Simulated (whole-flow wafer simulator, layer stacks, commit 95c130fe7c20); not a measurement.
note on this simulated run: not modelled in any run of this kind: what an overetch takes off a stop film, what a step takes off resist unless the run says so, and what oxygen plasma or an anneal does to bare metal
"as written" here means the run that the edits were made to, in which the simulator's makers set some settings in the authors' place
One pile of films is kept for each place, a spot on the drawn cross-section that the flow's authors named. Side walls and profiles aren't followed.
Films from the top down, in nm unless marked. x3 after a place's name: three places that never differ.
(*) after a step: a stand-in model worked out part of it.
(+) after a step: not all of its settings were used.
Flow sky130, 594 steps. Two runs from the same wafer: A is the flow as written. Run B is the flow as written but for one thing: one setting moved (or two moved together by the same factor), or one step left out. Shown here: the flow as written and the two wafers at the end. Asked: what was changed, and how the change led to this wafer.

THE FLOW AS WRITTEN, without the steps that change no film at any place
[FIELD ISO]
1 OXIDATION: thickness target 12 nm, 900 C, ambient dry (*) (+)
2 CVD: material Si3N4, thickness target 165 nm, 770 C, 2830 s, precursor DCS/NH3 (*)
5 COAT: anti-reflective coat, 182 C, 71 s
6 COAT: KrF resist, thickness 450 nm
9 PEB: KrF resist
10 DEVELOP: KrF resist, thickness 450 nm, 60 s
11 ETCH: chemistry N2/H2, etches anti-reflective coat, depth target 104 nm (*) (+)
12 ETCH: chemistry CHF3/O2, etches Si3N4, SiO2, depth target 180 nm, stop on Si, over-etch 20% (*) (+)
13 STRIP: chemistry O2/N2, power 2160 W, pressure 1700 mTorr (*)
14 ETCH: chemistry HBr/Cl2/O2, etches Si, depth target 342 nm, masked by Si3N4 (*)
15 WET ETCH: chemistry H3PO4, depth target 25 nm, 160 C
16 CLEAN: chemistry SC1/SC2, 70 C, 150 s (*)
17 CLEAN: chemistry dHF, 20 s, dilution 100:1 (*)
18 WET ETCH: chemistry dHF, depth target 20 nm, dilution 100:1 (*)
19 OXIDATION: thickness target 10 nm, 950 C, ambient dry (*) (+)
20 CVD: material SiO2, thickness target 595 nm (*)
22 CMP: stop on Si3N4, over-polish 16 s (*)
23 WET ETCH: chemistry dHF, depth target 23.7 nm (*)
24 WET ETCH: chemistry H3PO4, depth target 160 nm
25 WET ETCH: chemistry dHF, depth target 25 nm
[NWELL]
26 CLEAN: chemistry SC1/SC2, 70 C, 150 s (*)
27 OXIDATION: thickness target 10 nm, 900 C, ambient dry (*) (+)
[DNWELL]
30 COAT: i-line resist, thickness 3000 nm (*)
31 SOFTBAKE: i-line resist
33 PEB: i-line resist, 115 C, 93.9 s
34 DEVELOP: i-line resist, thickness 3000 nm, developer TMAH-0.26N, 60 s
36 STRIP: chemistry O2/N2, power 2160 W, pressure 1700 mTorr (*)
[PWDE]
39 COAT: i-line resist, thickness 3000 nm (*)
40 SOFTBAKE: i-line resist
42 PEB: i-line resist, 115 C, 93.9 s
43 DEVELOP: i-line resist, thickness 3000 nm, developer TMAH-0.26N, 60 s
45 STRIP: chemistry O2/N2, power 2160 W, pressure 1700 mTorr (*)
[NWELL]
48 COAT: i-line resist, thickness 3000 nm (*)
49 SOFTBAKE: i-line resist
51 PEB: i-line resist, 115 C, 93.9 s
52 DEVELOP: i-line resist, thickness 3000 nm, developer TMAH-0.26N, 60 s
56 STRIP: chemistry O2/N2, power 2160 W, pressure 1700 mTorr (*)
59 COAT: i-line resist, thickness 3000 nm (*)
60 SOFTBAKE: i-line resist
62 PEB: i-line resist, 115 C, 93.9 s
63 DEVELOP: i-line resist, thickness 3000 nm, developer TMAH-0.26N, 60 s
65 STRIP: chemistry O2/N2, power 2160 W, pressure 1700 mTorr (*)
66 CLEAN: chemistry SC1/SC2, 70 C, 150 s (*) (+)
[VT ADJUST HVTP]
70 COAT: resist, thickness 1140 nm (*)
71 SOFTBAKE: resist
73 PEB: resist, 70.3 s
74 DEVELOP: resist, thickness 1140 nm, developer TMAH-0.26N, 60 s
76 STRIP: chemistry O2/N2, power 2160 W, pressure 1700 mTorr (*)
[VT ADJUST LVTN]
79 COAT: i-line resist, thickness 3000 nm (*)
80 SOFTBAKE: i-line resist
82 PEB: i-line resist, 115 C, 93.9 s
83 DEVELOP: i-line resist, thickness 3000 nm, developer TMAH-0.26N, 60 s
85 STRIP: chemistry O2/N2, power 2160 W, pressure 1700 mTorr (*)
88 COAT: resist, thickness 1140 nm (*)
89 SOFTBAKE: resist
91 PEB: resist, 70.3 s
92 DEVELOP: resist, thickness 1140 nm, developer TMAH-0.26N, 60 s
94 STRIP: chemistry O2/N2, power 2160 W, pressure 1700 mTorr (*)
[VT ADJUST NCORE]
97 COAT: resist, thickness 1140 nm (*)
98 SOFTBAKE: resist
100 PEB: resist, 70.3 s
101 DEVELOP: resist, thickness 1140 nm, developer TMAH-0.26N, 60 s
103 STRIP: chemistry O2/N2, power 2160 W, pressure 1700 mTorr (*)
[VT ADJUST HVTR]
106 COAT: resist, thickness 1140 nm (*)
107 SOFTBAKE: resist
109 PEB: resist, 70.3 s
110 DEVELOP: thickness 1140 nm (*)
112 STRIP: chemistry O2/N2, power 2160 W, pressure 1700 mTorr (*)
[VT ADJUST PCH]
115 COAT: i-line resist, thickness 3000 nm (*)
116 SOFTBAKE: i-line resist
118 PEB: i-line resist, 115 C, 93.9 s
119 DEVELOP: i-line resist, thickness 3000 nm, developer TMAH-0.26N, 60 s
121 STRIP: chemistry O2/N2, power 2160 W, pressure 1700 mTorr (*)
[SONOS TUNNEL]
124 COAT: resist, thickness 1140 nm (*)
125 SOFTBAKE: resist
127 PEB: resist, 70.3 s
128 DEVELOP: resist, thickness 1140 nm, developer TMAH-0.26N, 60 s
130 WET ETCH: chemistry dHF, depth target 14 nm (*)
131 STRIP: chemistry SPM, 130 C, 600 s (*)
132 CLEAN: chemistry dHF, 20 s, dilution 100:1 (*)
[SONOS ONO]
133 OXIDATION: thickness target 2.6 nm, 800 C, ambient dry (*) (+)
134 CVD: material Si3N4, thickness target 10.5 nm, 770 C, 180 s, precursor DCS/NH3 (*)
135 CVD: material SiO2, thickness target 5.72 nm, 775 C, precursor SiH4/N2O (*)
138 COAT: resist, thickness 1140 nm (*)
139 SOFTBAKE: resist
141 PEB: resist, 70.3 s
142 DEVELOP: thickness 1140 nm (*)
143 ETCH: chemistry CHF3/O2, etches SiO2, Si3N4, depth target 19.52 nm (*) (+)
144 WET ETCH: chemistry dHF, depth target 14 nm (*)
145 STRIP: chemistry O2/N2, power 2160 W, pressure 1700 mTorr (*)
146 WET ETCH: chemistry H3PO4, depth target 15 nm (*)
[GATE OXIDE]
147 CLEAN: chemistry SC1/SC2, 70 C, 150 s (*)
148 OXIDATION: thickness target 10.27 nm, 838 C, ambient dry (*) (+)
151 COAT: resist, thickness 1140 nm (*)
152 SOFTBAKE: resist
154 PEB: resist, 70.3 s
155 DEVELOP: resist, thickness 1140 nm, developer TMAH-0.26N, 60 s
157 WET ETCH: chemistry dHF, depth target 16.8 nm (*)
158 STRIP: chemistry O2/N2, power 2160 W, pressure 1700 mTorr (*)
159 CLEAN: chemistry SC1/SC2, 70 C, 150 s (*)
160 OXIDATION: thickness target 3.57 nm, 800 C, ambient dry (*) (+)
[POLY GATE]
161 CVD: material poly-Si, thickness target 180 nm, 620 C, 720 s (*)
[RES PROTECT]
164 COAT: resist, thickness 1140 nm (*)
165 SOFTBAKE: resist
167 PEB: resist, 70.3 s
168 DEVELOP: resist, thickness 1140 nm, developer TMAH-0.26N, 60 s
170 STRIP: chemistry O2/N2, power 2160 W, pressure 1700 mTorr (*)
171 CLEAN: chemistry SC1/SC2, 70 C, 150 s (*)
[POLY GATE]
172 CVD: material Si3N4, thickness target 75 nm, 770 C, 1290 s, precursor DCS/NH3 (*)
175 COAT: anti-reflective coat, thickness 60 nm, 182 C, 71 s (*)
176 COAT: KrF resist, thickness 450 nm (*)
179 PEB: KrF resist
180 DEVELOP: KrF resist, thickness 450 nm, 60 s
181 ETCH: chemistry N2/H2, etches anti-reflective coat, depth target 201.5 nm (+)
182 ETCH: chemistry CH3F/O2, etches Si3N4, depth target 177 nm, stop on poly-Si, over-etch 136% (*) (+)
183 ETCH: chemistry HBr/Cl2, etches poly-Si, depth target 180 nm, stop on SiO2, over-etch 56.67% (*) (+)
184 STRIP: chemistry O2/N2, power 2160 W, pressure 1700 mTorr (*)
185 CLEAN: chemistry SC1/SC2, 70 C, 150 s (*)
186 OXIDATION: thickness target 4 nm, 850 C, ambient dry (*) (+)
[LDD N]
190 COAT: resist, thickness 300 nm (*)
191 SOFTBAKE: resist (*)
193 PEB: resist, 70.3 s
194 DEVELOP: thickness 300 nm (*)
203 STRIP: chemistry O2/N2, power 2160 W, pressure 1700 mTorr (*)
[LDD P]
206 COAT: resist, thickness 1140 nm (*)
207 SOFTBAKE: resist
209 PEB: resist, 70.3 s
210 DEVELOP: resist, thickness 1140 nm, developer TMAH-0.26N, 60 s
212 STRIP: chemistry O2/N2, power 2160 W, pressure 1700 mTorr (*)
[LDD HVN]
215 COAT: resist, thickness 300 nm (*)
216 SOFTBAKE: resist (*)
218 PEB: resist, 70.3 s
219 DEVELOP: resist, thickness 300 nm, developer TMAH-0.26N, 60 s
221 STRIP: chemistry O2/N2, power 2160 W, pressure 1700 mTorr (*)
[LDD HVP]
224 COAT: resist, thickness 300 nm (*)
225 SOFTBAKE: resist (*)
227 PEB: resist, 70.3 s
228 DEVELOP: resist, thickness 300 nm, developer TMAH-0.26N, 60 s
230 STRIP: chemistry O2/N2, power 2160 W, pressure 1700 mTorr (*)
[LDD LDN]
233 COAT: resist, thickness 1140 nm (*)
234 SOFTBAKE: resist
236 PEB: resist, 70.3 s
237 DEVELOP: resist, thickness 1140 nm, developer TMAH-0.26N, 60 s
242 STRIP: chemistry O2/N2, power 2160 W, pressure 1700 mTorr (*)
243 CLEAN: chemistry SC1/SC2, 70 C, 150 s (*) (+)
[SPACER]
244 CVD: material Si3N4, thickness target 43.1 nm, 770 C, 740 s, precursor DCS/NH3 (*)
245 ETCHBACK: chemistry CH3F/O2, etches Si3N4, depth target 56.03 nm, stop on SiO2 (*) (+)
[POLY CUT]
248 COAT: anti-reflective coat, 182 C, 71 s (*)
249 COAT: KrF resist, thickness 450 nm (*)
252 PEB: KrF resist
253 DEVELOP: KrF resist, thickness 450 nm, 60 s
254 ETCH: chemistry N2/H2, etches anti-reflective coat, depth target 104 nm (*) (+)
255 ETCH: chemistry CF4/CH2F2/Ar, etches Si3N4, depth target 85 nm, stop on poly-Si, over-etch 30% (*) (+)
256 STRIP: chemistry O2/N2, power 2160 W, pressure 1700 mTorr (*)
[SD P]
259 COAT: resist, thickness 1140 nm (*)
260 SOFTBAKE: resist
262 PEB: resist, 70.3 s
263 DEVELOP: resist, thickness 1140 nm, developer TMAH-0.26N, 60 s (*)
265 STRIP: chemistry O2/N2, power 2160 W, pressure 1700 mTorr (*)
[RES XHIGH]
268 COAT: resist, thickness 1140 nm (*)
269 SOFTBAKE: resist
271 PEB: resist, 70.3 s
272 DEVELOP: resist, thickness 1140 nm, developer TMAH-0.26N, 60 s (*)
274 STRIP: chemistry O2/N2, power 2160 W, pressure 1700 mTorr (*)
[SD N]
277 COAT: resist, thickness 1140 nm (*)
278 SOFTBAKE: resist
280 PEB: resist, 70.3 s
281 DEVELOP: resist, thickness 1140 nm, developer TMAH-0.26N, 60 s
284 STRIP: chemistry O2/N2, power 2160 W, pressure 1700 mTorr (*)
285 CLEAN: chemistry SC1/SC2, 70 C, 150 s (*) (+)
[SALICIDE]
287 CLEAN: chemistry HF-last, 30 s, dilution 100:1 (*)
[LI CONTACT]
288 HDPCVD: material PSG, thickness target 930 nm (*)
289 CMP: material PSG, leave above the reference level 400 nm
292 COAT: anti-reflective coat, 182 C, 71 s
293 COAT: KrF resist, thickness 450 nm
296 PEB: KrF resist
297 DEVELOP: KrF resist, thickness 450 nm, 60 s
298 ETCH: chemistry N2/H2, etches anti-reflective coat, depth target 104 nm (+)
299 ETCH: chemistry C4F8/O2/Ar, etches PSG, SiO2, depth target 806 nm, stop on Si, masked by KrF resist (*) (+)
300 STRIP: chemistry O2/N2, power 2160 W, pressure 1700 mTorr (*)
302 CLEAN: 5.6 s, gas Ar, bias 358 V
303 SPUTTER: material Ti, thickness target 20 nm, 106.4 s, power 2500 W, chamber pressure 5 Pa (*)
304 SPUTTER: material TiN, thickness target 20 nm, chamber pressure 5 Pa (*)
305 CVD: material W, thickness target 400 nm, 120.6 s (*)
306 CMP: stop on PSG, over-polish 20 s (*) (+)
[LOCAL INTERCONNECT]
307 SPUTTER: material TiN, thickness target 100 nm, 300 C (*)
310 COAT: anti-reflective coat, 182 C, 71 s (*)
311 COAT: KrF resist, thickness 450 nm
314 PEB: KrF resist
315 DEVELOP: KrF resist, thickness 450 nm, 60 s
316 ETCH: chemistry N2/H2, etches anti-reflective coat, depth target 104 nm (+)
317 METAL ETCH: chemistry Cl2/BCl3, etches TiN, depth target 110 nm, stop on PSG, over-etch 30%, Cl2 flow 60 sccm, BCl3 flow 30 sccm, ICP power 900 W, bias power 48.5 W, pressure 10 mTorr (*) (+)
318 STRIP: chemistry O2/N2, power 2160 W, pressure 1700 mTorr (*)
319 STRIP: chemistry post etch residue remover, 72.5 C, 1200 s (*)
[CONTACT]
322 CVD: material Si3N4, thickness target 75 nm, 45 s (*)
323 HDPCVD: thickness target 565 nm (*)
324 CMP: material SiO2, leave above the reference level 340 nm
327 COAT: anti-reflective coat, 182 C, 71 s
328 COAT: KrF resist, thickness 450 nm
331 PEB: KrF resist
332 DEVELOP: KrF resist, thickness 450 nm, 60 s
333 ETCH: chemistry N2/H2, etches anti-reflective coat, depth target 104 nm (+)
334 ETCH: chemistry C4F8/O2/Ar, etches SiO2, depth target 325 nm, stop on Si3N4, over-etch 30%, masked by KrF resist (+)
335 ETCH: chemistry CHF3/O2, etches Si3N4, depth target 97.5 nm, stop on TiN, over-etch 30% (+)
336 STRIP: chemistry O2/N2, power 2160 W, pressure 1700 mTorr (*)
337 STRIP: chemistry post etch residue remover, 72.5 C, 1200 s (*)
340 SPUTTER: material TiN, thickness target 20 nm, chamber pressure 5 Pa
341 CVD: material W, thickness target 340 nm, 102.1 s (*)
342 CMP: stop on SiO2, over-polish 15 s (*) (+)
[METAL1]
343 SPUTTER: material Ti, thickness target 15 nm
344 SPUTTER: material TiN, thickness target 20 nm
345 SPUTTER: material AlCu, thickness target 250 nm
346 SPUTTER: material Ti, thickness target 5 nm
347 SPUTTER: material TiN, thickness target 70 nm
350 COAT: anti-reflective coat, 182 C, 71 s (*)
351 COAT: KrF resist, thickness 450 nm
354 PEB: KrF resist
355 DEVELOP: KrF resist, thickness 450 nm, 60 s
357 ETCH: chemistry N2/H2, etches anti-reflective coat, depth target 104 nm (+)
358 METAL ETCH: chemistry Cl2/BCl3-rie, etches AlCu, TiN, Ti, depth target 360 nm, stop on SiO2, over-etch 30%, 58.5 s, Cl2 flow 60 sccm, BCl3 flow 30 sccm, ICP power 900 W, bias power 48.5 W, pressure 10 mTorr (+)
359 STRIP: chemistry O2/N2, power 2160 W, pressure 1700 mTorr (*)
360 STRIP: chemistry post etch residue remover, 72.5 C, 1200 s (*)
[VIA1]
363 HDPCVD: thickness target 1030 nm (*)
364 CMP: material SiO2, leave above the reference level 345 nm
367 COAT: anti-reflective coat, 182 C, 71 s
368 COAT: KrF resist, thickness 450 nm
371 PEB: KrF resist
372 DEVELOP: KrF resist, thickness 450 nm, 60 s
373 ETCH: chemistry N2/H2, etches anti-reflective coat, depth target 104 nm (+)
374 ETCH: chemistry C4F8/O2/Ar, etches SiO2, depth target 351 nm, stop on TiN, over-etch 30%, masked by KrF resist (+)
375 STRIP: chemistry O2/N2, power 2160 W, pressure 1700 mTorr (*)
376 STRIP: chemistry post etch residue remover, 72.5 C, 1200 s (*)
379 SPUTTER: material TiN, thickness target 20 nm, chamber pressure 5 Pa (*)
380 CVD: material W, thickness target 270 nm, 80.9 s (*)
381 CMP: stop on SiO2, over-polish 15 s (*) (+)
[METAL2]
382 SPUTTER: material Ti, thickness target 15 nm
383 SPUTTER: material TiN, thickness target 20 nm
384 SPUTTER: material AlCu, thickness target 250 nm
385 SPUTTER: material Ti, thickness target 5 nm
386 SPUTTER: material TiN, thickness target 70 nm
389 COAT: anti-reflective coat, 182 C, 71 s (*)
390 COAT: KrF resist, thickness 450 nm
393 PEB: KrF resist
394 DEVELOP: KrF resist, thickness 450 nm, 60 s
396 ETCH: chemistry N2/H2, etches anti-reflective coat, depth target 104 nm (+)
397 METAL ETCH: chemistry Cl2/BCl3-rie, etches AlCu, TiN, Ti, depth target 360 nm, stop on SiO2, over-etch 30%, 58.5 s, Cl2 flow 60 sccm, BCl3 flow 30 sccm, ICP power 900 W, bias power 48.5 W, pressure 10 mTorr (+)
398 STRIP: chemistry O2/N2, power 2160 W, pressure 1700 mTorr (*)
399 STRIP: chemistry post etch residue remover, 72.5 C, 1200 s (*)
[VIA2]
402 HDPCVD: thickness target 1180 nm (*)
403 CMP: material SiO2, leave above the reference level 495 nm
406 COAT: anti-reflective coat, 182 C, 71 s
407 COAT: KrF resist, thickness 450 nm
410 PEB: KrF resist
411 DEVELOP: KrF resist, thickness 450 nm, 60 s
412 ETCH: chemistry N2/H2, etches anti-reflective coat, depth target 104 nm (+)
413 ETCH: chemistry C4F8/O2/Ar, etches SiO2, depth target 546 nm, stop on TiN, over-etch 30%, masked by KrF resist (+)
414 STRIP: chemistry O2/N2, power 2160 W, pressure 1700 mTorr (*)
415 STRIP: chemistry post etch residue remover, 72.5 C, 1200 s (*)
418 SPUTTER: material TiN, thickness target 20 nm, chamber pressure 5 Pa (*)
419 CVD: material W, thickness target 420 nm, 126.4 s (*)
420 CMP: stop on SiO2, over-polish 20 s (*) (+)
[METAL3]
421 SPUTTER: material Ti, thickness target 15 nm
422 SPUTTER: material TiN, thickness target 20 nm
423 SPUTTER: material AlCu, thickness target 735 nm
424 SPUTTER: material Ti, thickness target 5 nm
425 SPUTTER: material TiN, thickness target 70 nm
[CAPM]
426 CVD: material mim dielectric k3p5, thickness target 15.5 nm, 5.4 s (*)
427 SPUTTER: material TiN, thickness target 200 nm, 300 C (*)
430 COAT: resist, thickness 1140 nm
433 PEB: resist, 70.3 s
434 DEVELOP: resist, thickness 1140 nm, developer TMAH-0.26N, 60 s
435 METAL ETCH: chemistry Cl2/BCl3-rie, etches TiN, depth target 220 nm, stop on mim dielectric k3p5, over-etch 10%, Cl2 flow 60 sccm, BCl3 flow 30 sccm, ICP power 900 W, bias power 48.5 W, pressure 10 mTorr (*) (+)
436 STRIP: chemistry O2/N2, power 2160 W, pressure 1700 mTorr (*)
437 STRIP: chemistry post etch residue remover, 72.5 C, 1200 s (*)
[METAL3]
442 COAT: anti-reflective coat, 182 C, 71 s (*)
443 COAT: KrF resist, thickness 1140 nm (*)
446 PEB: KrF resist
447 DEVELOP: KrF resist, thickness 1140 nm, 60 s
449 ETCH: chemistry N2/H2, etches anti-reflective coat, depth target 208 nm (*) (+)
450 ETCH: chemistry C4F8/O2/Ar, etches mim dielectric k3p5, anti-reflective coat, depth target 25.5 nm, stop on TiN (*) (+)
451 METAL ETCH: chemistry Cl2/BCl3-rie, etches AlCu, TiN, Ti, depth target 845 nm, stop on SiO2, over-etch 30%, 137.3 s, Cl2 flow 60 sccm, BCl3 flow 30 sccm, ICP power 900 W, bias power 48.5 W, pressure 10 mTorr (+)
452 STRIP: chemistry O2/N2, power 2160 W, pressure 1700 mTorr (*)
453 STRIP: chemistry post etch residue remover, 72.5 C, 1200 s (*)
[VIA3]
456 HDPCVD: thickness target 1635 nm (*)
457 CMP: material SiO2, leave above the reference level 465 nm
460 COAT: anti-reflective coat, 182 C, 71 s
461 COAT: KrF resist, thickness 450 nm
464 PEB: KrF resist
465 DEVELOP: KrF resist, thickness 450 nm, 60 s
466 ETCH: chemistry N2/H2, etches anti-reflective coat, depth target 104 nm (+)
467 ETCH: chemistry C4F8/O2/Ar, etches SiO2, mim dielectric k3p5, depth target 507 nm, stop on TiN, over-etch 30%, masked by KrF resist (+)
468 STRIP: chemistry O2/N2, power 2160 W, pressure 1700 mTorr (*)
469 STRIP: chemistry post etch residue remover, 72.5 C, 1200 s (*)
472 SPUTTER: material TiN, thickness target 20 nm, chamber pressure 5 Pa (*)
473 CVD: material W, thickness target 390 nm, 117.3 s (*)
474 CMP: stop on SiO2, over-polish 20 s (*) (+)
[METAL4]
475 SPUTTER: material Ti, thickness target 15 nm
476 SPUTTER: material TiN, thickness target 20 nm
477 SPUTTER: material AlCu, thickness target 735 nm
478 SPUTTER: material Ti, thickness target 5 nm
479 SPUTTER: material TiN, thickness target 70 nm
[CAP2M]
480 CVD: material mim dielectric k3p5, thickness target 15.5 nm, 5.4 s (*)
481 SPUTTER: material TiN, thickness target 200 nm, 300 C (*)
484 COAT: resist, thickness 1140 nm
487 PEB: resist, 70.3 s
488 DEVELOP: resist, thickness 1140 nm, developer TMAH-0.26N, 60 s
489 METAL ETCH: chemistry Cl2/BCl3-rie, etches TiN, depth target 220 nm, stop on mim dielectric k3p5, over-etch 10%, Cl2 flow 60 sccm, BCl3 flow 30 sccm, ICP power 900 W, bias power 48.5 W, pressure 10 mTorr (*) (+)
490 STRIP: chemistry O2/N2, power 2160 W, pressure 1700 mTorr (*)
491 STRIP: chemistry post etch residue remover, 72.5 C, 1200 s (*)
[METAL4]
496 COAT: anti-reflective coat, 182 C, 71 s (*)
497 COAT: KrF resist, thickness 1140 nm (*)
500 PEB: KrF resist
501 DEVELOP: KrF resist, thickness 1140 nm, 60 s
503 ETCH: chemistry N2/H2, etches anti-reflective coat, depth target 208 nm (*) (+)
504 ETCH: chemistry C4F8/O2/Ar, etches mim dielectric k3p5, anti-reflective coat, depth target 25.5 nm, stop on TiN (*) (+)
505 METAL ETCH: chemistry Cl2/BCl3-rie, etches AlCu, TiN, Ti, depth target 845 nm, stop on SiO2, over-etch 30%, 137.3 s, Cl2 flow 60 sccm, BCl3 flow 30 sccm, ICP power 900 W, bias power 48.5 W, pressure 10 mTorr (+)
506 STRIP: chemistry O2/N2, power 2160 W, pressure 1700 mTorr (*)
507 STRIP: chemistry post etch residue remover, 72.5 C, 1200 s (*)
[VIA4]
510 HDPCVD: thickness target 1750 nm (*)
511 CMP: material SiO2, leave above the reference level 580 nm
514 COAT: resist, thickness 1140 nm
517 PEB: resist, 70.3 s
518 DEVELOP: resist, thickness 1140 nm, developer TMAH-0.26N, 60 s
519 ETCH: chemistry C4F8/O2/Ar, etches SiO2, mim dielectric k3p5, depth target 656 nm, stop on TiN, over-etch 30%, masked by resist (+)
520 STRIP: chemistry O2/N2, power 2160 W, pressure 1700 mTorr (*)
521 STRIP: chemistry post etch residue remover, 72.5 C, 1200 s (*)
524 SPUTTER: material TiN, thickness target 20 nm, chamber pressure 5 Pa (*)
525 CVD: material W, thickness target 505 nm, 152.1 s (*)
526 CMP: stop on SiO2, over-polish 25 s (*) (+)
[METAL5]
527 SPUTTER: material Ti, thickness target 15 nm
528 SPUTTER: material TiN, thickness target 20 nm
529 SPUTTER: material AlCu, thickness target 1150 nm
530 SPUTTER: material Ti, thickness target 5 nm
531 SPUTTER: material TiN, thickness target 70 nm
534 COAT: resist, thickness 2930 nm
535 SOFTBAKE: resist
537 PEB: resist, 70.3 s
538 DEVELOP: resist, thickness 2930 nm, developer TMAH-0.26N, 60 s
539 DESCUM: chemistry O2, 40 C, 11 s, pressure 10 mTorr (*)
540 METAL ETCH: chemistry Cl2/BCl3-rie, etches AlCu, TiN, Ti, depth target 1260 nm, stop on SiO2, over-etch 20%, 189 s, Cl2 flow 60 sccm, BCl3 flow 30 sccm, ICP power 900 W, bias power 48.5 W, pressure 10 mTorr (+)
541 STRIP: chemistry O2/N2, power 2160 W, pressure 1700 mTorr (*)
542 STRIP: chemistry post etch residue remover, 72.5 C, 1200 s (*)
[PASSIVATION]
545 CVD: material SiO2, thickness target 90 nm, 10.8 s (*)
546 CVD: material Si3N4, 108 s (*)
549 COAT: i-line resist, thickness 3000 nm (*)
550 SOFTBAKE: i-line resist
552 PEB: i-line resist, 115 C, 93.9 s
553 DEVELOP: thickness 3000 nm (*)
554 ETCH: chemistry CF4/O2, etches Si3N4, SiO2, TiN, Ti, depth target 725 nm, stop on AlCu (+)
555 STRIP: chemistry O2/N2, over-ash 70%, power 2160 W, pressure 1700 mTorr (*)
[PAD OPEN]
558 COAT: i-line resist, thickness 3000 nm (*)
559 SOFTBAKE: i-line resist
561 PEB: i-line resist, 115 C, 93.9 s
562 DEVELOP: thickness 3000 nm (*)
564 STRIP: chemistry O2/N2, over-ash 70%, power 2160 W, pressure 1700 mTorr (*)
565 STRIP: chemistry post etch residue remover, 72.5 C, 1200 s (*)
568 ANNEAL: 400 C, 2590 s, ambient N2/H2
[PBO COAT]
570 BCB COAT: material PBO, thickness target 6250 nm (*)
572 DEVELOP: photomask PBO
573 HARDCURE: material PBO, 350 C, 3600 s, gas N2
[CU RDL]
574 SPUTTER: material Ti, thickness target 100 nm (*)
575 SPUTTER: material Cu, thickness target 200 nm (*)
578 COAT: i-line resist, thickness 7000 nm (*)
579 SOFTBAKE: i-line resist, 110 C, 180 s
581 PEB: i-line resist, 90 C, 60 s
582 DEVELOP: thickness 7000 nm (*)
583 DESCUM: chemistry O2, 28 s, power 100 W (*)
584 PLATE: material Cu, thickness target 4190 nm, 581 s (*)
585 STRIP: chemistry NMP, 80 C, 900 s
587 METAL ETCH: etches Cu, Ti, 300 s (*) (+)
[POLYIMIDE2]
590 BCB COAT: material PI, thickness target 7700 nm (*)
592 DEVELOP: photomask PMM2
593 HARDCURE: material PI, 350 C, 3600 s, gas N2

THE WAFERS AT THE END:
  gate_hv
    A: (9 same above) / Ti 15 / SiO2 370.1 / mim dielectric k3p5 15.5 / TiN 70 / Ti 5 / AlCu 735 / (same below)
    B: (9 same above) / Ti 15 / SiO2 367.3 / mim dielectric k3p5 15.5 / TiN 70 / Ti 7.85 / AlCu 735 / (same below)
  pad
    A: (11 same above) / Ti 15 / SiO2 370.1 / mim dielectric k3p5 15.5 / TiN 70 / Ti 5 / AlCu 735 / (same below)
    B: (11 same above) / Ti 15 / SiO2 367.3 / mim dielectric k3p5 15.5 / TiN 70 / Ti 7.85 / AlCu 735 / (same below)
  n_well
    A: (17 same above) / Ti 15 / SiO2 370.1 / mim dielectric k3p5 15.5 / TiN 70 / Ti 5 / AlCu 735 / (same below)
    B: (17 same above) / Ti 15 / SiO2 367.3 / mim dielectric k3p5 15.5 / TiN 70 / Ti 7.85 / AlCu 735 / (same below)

The cause: step 424, SPUTTER: thickness target 7.85 nm was run, where the flow has thickness target 5 nm.
It can be read off the wafer: gate_hv has Ti 7.85, and step 424 as written asks for 5 nm.

How the change led to this, step by step:
  424 SPUTTER: material Ti, thickness target 5 nm
      field, active, n_well and 188 more: A Ti +5 (new film) | B Ti +7.85 (new film)
  451 METAL ETCH: chemistry Cl2/BCl3-rie, etches AlCu, TiN, Ti, depth target 845 nm, stop on SiO2, over-etch 30%, 137.3 s, Cl2 flow 60 sccm, BCl3 flow 30 sccm, ICP power 900 W, bias power 48.5 W, pressure 10 mTorr (+)
      field, gate, spacer and 68 more: A TiN -70 (all of it), Ti -5 (all of it), AlCu -735 (all of it), TiN -20 (all of it), Ti -15 (all of it), SiO2 -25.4 | B TiN -70 (all of it), Ti -7.85 (all of it), AlCu -735 (all of it), TiN -20 (all of it), Ti -15 (all of it), SiO2 -25.1
      active, vpp_ln, vpp_iso2 and 11 more: A TiN -70 (all of it), Ti -5 (all of it), AlCu -735 (all of it), TiN -20 (all of it), Ti -15 (all of it), SiO2 -25.3 | B TiN -70 (all of it), Ti -7.85 (all of it), AlCu -735 (all of it), TiN -20 (all of it), Ti -15 (all of it), SiO2 -25.1
